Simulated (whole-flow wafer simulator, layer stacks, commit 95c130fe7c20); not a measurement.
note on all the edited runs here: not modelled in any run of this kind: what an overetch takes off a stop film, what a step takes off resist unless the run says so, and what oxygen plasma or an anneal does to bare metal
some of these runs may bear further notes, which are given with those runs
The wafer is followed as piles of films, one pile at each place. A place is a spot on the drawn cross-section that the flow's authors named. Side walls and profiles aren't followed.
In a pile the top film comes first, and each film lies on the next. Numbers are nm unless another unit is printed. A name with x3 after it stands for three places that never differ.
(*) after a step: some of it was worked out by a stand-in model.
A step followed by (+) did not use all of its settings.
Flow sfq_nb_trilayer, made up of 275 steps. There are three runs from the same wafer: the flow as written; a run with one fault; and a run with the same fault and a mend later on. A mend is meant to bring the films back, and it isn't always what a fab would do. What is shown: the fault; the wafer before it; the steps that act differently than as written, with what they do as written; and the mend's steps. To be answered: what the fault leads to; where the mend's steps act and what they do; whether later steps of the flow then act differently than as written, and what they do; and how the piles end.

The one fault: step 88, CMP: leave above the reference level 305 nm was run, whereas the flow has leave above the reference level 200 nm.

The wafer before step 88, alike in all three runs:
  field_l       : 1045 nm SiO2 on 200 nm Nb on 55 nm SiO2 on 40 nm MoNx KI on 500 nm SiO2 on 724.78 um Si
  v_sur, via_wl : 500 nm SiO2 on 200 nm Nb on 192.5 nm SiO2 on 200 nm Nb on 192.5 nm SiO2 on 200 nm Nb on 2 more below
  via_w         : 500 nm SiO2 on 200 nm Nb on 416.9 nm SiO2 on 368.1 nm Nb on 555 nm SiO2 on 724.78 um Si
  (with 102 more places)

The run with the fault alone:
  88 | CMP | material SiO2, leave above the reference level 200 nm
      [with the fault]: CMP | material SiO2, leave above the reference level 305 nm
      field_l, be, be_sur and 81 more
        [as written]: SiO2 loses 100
        [with the fault]: nothing
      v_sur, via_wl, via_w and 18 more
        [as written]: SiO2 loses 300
        [with the fault]: SiO2 loses 195
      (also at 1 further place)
  Steps further on in the flow that do not act as written (not shown: 6 more steps that differ only slightly, by at most 2% or 0.5 nm, whichever is larger):
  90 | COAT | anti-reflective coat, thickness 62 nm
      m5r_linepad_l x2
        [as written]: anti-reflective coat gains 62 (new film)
        [with the fault]: anti-reflective coat gains 64 (new film)
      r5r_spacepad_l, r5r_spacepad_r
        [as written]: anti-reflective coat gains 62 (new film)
        [with the fault]: anti-reflective coat gains 64.1 (new film)
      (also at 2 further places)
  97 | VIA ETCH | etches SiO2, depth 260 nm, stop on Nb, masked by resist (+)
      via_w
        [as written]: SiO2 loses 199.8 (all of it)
        [with the fault]: SiO2 loses 260
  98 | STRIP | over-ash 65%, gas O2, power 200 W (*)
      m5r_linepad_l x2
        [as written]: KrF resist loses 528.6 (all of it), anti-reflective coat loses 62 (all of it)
        [with the fault]: KrF resist loses 528 (all of it), anti-reflective coat loses 64 (all of it)
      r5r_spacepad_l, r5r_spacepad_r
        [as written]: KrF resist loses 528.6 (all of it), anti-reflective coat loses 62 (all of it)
        [with the fault]: KrF resist loses 528.2 (all of it), anti-reflective coat loses 64.1 (all of it)
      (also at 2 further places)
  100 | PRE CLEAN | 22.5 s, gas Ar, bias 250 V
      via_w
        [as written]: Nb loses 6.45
        [with the fault]: SiO2 loses 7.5
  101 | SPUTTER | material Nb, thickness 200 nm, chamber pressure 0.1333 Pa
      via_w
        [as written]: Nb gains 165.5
        [with the fault]: Nb gains 152.6 (new film)
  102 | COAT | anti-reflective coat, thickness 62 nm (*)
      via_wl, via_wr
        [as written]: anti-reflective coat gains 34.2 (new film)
        [with the fault]: anti-reflective coat gains 22.9 (new film)
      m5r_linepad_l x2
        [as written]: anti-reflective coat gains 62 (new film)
        [with the fault]: anti-reflective coat gains 63.8 (new film)
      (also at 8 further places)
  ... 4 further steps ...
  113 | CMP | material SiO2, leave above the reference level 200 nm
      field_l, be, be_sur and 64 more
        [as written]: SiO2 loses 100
        [with the fault]: SiO2 loses 95
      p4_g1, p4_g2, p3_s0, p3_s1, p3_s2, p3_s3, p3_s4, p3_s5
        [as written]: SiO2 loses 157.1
        [with the fault]: SiO2 loses 152.1
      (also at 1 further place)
  The piles end different from the flow's at field_l, v_sur, via_wl and 103 more by more than 2% or 0.5 nm, whichever is larger.
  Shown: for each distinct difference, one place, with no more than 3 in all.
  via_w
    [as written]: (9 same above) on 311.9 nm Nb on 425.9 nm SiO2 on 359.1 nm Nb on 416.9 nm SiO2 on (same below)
    [with the fault]: (9 same above) on 311.9 nm Nb on 500.1 nm SiO2 on 152.6 nm Nb on 37.3 nm SiO2 on 200 nm Nb on 416.9 nm SiO2 on (same below)
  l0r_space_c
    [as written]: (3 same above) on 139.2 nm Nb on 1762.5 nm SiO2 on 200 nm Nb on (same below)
    [with the fault]: (3 same above) on 139.2 nm Nb on 1867.5 nm SiO2 on 200 nm Nb on (same below)
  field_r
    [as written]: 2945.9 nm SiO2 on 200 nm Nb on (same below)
    [with the fault]: 3050.9 nm SiO2 on 200 nm Nb on (same below)

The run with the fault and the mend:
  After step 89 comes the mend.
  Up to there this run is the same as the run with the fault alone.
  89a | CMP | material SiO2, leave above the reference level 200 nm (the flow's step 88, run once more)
      field_l, be, be_sur and 81 more
        SiO2 loses 100
      v_sur, via_wl, via_w and 19 more
        SiO2 loses 105
  Later steps of the flow that are run all act as written at every place that is followed.
  By the end, the piles equal the flow's at every place that both follow.
